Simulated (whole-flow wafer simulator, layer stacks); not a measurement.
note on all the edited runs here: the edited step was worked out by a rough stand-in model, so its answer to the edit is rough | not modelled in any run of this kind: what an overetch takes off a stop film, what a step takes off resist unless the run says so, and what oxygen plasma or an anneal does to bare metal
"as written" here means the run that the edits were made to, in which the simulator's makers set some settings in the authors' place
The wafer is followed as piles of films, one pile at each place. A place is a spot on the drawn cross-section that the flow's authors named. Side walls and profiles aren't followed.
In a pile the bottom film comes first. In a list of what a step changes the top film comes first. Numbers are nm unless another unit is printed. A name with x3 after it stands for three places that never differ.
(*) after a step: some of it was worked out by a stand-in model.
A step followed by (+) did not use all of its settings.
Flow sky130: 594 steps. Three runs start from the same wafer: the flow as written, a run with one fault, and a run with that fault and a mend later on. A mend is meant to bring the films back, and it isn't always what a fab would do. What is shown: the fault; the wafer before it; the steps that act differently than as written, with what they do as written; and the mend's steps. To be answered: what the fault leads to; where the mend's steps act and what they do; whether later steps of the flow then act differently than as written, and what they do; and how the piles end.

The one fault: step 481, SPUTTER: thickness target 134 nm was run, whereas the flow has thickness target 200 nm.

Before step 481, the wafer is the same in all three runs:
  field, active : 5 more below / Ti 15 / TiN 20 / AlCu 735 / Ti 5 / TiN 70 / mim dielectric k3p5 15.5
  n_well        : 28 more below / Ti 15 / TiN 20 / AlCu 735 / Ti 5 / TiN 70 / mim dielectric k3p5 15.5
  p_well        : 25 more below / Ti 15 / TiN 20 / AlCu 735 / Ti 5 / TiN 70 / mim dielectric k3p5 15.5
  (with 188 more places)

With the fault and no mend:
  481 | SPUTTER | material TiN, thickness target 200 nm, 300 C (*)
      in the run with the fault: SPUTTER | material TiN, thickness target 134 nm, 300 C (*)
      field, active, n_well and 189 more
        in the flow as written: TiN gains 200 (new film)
        in the run with the fault: TiN gains 134 (new film)
  Steps further on in the flow that do not act as written (not shown: 4 more steps that differ only slightly, by at most 2% or 0.5 nm, whichever is larger):
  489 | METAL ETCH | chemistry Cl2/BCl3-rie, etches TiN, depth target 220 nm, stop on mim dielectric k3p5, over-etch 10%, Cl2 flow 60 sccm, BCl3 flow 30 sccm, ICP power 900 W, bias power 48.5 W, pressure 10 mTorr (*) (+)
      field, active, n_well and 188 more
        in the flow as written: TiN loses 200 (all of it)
        in the run with the fault: TiN loses 134 (all of it)
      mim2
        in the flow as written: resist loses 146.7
        in the run with the fault: resist loses 98.3
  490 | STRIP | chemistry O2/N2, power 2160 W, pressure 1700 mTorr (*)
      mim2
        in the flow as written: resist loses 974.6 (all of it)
        in the run with the fault: resist loses 1023 (all of it)
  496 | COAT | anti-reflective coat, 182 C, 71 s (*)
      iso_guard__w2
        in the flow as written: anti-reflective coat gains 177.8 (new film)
        in the run with the fault: anti-reflective coat gains 134.7 (new film)
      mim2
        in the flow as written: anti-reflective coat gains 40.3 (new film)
        in the run with the fault: anti-reflective coat gains 29.6 (new film)
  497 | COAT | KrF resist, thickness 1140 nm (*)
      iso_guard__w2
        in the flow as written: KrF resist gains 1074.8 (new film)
        in the run with the fault: KrF resist gains 1103.8 (new film)
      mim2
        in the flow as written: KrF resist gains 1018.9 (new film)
        in the run with the fault: KrF resist gains 1078.2 (new film)
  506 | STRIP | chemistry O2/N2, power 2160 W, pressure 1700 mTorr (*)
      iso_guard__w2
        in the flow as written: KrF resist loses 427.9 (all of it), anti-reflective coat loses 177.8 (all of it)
        in the run with the fault: KrF resist loses 456.8 (all of it), anti-reflective coat loses 134.7 (all of it)
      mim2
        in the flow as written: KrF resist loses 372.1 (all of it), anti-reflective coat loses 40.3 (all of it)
        in the run with the fault: KrF resist loses 431.2 (all of it), anti-reflective coat loses 29.6 (all of it)
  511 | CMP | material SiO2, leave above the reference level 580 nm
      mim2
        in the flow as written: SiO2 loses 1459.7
        in the run with the fault: SiO2 loses 1393.7
  At mim2, the piles at the end differ from the flow's by more than 2% or 0.5 nm, whichever is larger.
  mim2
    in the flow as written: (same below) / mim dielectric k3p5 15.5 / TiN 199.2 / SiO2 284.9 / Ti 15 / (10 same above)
    in the run with the fault: (same below) / mim dielectric k3p5 15.5 / TiN 133.2 / SiO2 350.9 / Ti 15 / (10 same above)

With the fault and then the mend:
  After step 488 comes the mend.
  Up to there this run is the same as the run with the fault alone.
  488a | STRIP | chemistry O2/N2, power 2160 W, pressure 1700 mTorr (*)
      mim2
        resist loses 1121.3 (all of it)
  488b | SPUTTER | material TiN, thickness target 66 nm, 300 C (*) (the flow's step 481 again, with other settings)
      field, active, n_well and 189 more
        TiN gains 66
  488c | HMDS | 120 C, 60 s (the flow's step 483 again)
      does not change any film at any place that is followed
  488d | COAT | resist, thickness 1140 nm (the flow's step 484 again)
      field, active, n_well and 187 more
        resist gains 1140 (new film)
      m1, via3_hole
        resist gains 1140.6 (new film)
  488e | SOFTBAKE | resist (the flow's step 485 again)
      does not change any film at any place that is followed
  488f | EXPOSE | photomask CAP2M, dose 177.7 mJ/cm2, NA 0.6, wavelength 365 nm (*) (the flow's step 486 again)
      does not change any film at any place that is followed
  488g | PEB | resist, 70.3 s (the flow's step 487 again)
      field, active, n_well and 189 more
        resist loses 18.7
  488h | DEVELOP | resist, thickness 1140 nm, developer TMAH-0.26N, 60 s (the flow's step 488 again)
      field, active, n_well and 186 more
        resist loses 1121.3 (all of it)
      m1, via3_hole
        resist loses 1121.9 (all of it)
  Every later step of the flow that is run acts as written at every place that is followed.
  At every place that both follow, the piles at the end match the flow's.
